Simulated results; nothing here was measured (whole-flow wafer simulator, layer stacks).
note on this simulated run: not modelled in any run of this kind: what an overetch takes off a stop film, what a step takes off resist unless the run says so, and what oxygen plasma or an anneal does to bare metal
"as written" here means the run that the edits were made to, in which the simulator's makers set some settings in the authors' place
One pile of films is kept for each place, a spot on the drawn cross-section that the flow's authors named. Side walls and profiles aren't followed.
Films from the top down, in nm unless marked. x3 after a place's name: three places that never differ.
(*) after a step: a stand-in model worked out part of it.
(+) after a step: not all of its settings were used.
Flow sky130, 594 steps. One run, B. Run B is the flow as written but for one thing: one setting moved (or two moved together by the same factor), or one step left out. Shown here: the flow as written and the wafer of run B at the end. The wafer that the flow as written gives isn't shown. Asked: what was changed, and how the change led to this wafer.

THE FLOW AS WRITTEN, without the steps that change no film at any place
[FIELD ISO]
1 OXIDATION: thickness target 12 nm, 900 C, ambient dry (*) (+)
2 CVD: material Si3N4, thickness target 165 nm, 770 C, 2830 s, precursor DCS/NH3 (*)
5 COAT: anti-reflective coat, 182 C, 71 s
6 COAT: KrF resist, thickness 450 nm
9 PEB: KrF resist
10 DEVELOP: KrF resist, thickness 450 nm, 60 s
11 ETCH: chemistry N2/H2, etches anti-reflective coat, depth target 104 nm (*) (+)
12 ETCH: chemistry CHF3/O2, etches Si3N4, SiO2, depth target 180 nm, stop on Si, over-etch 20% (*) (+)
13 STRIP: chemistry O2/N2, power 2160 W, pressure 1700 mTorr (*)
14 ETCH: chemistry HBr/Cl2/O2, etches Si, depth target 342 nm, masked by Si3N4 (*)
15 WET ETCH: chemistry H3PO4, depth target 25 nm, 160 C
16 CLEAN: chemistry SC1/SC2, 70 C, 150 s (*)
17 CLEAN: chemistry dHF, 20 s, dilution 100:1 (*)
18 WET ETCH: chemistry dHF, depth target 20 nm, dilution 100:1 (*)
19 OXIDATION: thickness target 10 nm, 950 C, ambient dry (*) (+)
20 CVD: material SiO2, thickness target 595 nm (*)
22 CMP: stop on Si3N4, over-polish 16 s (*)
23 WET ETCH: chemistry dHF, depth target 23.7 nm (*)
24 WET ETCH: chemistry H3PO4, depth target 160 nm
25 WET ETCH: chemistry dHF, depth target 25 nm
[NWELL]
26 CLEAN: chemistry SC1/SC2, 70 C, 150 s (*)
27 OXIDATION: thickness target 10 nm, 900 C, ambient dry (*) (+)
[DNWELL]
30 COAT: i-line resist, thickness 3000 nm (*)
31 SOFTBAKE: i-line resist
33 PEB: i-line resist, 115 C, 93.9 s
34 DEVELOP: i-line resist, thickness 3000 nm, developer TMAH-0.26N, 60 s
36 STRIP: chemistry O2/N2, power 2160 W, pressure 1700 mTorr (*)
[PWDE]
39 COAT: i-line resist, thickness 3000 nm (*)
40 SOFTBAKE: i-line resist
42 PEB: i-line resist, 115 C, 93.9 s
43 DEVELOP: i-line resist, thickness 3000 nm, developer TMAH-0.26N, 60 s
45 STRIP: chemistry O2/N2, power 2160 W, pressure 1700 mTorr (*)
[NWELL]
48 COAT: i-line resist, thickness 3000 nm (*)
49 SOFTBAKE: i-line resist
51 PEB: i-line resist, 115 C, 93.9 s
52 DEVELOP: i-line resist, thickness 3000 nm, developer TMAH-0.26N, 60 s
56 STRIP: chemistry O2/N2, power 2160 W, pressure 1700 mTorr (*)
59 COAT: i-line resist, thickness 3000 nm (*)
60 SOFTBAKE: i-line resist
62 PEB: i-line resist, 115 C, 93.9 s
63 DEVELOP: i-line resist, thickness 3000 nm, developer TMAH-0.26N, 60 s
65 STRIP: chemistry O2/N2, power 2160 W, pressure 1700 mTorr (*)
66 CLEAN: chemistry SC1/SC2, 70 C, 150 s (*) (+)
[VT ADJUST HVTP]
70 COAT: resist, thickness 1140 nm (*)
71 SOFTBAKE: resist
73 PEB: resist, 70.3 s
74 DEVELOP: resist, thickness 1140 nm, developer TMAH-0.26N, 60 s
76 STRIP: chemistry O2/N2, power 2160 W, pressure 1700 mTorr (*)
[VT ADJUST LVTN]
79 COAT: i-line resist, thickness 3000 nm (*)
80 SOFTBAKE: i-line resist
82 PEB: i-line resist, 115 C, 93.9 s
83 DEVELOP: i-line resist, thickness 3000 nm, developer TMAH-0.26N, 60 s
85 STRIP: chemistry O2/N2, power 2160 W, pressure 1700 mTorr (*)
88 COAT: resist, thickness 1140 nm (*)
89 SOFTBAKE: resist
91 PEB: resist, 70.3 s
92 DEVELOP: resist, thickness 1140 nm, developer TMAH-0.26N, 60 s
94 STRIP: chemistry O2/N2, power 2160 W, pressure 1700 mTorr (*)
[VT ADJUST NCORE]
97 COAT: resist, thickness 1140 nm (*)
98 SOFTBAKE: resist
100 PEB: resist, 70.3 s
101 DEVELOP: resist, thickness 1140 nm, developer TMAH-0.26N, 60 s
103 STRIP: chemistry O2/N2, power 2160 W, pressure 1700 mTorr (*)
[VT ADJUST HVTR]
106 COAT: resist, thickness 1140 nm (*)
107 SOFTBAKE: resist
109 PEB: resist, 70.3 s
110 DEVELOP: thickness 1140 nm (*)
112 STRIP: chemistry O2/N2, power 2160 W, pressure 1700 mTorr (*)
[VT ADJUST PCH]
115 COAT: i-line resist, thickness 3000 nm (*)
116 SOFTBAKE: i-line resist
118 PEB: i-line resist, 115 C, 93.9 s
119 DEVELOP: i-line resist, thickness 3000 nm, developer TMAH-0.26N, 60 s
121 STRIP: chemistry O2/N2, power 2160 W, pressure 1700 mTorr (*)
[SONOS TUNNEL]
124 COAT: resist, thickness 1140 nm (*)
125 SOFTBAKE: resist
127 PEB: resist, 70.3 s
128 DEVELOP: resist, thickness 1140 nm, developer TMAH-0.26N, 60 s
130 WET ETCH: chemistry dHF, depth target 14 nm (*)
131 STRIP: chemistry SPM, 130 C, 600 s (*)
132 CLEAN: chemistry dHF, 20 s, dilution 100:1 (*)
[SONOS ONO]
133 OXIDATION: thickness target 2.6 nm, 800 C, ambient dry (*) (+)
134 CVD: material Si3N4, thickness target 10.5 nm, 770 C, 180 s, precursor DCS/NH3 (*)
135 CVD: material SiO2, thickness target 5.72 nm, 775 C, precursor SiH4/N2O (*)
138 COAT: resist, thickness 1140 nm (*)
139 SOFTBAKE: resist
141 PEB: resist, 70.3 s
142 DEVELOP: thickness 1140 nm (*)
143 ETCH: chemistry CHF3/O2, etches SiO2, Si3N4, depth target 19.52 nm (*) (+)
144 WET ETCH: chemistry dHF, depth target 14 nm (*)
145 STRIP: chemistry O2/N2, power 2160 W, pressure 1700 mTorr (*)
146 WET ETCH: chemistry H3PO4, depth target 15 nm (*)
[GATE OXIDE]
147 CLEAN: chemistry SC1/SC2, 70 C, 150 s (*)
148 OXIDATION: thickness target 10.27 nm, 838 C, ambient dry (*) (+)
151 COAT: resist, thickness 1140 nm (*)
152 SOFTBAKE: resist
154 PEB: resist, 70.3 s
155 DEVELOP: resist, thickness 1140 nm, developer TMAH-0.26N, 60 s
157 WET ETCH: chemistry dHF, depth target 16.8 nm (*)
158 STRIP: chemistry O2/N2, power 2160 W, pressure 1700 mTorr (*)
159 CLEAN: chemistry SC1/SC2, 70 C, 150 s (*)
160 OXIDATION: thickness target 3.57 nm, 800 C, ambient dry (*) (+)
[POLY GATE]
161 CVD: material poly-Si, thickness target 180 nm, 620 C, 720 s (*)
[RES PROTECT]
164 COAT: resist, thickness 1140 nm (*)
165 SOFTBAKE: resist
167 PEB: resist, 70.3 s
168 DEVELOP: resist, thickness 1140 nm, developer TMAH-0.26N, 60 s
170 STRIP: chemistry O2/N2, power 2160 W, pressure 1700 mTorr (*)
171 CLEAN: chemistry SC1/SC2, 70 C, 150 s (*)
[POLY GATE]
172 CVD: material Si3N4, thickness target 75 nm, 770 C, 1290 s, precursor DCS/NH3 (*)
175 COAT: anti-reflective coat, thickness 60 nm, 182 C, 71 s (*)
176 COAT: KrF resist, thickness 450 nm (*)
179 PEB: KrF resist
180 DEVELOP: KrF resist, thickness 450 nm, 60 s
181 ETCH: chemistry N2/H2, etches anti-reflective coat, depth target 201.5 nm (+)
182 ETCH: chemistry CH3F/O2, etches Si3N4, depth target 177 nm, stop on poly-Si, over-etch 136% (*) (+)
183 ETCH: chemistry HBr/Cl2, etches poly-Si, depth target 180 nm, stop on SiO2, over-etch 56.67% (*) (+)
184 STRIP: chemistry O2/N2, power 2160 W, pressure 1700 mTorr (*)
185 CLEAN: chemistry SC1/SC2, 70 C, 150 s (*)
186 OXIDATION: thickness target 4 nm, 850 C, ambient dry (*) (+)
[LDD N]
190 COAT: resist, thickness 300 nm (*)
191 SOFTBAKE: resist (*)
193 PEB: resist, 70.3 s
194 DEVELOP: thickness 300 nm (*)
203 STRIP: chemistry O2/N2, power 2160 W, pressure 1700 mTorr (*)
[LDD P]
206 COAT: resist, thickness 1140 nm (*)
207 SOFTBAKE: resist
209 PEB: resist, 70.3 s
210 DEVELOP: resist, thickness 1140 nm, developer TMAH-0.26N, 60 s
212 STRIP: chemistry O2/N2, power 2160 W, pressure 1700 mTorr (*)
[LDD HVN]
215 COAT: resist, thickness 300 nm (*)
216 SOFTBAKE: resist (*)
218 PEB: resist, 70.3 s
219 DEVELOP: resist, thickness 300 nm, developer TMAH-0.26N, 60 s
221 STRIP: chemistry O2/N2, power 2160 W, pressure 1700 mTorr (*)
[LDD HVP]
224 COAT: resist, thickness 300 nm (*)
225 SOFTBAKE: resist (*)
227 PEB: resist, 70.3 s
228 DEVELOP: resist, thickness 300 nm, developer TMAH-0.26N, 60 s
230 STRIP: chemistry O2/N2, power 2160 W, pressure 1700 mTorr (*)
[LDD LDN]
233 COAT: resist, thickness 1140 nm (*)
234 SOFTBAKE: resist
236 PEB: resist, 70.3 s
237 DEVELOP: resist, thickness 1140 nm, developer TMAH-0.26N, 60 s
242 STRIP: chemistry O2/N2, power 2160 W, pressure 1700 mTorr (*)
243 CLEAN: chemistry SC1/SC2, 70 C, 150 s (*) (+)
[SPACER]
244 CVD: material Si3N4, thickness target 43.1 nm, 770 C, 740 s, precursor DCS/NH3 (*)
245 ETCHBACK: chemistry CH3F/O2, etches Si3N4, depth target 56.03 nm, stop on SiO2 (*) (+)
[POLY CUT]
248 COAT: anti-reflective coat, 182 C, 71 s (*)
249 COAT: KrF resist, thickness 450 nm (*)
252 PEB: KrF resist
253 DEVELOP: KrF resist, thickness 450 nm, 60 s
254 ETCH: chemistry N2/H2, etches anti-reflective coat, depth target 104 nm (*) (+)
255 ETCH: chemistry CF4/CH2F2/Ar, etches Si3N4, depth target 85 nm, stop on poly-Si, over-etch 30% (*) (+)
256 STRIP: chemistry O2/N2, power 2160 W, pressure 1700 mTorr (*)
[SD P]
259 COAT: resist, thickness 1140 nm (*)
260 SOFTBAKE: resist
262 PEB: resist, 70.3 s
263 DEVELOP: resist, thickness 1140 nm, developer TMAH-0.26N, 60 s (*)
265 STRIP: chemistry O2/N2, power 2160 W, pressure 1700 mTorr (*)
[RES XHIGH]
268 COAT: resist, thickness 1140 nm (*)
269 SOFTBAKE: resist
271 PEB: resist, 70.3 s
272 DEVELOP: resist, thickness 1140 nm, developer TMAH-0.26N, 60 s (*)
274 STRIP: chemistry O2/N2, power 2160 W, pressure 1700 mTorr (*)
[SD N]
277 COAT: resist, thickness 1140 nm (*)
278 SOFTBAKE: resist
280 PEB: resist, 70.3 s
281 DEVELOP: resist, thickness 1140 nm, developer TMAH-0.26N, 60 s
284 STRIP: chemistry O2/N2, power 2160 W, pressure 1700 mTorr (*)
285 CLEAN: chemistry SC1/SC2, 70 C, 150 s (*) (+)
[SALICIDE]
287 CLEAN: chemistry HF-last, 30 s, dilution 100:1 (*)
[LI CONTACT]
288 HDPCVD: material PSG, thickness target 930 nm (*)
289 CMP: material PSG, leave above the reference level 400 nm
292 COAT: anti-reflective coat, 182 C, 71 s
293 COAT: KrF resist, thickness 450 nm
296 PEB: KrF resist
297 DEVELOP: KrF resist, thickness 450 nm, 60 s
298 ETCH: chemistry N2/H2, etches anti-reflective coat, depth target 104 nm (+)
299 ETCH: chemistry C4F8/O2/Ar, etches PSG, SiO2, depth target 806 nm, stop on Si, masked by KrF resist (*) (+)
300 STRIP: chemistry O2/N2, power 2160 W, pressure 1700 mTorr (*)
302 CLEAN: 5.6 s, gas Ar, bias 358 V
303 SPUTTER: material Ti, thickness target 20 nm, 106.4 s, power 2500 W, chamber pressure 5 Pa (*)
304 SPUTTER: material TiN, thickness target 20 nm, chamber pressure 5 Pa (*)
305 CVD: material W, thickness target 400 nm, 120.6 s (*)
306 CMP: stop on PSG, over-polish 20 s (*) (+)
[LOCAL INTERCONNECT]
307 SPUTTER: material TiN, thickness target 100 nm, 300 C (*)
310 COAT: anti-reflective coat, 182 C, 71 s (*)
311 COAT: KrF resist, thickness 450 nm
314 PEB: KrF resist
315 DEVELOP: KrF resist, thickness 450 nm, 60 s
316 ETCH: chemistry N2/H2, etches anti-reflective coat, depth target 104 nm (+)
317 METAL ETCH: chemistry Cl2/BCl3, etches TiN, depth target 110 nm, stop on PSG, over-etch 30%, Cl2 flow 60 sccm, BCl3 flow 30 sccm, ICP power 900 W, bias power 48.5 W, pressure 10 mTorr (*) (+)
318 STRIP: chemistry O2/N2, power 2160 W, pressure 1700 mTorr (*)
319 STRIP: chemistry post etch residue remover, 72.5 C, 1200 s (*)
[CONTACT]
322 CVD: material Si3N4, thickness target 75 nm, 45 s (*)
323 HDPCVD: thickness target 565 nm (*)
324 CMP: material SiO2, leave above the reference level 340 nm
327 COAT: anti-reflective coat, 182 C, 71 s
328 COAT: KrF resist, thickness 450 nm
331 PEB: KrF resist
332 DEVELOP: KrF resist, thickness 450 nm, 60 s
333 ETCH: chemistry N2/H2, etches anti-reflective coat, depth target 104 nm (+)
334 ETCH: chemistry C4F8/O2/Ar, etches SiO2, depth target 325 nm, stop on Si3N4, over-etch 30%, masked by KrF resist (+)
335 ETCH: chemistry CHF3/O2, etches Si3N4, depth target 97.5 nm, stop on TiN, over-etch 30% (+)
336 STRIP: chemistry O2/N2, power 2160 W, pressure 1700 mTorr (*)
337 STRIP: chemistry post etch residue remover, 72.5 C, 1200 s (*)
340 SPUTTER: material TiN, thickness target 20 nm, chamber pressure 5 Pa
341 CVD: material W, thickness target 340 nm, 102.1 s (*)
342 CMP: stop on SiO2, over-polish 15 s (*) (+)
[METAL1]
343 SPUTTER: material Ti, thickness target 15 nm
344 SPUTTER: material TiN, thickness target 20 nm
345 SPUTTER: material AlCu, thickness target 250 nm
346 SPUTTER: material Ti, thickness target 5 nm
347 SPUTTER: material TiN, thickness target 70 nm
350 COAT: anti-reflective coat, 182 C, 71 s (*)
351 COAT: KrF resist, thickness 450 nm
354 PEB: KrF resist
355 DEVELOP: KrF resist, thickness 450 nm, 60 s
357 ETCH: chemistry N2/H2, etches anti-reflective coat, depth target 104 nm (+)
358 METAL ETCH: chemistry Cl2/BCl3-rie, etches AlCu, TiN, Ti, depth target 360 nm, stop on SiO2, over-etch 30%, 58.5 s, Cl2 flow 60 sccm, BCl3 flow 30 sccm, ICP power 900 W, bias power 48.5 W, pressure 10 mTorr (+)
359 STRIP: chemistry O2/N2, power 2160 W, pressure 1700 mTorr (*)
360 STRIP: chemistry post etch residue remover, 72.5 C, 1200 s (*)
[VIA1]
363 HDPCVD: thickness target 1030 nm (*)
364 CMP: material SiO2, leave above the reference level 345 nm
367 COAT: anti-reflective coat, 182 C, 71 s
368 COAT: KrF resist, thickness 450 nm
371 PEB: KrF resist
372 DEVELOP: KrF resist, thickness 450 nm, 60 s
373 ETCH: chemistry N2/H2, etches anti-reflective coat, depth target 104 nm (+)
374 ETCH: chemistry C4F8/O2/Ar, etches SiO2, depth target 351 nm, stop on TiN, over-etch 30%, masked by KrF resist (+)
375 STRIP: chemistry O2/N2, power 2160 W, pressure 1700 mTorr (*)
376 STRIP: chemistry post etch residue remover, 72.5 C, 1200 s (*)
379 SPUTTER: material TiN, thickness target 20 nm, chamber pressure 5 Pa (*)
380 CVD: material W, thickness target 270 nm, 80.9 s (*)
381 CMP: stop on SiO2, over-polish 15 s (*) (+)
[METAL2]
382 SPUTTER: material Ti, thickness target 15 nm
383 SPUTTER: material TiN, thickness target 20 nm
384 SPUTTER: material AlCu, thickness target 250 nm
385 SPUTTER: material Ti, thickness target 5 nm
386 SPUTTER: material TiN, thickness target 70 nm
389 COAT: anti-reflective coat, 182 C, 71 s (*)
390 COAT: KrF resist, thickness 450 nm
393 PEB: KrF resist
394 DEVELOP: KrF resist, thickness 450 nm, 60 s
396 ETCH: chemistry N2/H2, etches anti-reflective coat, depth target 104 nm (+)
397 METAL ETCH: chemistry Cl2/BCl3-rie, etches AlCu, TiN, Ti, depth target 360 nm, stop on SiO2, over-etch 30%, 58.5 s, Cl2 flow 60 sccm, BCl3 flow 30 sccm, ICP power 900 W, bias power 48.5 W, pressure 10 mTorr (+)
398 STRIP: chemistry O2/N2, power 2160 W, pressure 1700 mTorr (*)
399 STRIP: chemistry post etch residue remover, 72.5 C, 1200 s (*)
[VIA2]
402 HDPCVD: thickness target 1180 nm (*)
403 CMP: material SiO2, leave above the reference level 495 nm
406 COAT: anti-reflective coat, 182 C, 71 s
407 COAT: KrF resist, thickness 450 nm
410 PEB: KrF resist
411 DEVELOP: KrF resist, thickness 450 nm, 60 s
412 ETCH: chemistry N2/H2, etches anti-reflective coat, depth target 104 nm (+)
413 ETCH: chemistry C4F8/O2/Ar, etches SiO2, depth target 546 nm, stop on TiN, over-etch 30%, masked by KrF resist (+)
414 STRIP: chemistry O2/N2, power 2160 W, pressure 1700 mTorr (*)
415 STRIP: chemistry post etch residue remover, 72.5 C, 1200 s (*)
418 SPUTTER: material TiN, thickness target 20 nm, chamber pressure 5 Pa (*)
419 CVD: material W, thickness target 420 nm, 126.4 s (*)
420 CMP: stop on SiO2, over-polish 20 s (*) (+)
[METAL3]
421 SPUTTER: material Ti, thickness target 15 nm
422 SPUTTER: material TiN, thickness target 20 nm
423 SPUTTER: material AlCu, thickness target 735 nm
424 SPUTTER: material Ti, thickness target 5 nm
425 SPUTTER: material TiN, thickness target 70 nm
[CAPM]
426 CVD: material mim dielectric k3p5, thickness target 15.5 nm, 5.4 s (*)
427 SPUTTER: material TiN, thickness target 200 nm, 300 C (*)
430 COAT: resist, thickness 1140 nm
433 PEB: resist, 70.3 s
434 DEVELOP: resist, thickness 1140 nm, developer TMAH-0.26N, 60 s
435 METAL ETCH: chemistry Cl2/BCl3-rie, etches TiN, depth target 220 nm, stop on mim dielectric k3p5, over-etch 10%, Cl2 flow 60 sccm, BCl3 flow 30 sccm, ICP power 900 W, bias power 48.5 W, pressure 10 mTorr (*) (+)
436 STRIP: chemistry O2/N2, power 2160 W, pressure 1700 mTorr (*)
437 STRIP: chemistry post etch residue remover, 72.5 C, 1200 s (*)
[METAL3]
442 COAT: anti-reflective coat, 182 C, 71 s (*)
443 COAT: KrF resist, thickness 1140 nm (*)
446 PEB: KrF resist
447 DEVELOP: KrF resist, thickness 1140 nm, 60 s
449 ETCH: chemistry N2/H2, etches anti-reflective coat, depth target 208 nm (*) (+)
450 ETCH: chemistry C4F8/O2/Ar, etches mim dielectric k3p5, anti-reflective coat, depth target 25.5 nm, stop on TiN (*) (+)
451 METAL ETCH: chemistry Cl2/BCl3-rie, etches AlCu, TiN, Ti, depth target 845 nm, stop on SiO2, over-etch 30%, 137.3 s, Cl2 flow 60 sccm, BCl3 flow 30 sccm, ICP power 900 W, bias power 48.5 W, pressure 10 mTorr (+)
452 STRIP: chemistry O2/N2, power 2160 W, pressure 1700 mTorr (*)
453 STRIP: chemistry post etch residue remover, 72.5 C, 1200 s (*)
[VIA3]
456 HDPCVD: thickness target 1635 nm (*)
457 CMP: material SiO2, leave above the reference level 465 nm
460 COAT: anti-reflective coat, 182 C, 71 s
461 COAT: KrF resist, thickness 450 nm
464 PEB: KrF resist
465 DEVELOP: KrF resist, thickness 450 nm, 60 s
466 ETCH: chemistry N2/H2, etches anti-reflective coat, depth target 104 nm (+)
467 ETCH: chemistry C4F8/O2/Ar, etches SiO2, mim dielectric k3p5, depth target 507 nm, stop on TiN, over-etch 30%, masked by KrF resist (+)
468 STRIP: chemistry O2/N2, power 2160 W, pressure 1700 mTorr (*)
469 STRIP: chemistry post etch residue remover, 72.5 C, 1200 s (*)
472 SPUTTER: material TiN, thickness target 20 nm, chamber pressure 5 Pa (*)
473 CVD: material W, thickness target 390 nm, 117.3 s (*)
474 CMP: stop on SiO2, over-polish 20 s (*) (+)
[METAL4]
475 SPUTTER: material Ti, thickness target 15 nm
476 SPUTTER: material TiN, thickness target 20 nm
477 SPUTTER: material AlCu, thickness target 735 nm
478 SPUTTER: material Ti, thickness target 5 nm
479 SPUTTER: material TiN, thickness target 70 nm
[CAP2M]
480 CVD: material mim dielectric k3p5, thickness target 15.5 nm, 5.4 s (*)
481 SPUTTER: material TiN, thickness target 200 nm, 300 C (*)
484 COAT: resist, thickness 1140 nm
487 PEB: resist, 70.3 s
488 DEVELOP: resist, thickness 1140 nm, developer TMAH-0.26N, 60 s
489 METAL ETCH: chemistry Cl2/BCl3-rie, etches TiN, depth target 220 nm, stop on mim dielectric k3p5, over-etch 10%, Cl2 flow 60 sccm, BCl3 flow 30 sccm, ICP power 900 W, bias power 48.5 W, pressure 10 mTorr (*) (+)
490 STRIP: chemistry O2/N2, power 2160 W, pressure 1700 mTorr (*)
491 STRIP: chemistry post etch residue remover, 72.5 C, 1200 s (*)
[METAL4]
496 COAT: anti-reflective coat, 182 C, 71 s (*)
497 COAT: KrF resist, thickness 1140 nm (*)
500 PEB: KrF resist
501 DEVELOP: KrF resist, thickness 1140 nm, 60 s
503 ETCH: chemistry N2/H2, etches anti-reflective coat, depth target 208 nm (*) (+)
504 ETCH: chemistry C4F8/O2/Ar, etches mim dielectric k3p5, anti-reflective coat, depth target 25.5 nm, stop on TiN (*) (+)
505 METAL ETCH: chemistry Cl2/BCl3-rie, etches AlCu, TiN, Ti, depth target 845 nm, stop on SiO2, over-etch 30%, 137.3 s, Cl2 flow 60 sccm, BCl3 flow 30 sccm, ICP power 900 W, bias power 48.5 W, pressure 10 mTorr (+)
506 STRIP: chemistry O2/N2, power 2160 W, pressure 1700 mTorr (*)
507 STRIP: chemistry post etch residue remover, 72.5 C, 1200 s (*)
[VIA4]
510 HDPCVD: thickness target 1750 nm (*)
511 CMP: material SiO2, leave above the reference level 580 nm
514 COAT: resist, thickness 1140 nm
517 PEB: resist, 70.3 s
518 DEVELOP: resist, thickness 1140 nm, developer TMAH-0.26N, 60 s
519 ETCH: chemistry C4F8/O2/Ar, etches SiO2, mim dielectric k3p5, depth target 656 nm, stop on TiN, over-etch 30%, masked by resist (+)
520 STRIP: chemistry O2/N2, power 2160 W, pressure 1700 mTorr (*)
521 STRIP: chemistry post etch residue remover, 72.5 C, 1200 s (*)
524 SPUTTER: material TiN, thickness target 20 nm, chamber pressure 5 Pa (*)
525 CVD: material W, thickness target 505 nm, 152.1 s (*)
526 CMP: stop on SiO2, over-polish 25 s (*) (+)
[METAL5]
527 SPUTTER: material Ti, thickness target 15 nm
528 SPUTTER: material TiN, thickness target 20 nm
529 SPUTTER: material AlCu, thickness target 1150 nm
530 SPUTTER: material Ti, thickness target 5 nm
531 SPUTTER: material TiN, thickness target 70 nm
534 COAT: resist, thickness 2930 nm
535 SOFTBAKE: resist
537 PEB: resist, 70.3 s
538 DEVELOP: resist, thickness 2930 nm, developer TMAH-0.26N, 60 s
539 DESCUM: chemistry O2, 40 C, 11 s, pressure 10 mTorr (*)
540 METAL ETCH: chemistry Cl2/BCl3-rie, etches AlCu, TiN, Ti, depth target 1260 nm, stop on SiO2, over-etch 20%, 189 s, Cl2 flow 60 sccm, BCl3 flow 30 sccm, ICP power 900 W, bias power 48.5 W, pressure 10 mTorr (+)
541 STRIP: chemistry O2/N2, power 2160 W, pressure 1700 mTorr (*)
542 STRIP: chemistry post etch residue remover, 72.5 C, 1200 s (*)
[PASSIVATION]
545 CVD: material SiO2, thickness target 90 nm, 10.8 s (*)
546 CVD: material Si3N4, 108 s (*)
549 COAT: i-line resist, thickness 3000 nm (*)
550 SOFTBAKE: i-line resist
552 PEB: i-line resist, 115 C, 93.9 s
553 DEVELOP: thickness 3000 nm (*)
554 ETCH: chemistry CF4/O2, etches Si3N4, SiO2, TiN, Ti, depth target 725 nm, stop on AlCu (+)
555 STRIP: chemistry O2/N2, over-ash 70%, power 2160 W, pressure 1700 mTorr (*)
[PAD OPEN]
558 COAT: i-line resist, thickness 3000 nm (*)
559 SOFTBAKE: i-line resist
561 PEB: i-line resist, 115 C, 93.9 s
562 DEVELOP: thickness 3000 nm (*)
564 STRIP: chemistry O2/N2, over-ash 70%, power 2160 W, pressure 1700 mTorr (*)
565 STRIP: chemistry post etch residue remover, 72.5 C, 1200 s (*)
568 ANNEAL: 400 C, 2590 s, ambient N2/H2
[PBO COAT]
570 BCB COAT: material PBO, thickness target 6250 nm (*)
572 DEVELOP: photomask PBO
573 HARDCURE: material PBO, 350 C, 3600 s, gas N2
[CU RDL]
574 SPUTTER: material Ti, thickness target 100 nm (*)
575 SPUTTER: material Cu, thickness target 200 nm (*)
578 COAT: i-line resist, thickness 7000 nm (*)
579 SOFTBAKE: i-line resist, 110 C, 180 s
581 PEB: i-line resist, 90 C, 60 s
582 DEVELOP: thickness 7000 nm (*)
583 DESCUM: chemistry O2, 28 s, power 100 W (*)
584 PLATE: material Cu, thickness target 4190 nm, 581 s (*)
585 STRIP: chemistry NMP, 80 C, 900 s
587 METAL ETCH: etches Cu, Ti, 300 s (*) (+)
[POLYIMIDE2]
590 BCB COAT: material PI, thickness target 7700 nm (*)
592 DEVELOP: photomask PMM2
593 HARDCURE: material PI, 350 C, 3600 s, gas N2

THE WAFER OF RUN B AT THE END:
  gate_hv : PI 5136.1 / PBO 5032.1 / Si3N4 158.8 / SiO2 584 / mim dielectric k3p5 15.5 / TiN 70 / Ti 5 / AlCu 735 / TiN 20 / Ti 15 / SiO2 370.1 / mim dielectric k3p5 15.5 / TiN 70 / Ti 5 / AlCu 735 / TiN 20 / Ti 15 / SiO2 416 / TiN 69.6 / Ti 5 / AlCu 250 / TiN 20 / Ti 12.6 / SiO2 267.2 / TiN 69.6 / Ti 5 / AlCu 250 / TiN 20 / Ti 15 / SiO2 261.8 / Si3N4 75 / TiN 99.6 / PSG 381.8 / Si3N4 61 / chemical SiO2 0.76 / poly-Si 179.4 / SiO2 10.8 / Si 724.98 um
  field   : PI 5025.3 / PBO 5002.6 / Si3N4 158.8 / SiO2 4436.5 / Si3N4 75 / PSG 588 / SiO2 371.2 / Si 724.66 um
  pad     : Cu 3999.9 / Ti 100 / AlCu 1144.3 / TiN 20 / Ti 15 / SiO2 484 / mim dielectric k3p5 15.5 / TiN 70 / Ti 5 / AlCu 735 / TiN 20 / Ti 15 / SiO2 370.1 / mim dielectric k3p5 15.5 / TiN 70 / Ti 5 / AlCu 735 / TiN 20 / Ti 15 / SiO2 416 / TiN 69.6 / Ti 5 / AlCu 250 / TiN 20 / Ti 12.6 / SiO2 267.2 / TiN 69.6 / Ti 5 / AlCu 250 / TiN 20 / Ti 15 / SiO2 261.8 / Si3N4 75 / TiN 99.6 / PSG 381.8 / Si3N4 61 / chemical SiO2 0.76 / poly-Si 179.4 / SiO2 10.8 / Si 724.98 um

The cause: step 382, SPUTTER: thickness target 12.6 nm was run, where the flow has thickness target 15 nm.
It can be read off the wafer: gate_hv has Ti 12.6, and step 382 as written asks for 15 nm.

How the change led to this, step by step:
  382 SPUTTER: material Ti, thickness target 15 nm
      field, active, n_well and 188 more: Ti +12.6 (new film) (as written it would be: Ti +15 (new film))
  397 METAL ETCH: chemistry Cl2/BCl3-rie, etches AlCu, TiN, Ti, depth target 360 nm, stop on SiO2, over-etch 30%, 58.5 s, Cl2 flow 60 sccm, BCl3 flow 30 sccm, ICP power 900 W, bias power 48.5 W, pressure 10 mTorr (+)
      field, active, gate and 82 more: TiN -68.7 (all of it), Ti -5 (all of it), AlCu -250 (all of it), TiN -20 (all of it), Ti -12.6 (all of it), SiO2 -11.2 (as written it would be: TiN -68.7 (all of it), Ti -5 (all of it), AlCu -250 (all of it), TiN -20 (all of it), Ti -15 (all of it), SiO2 -10.9)
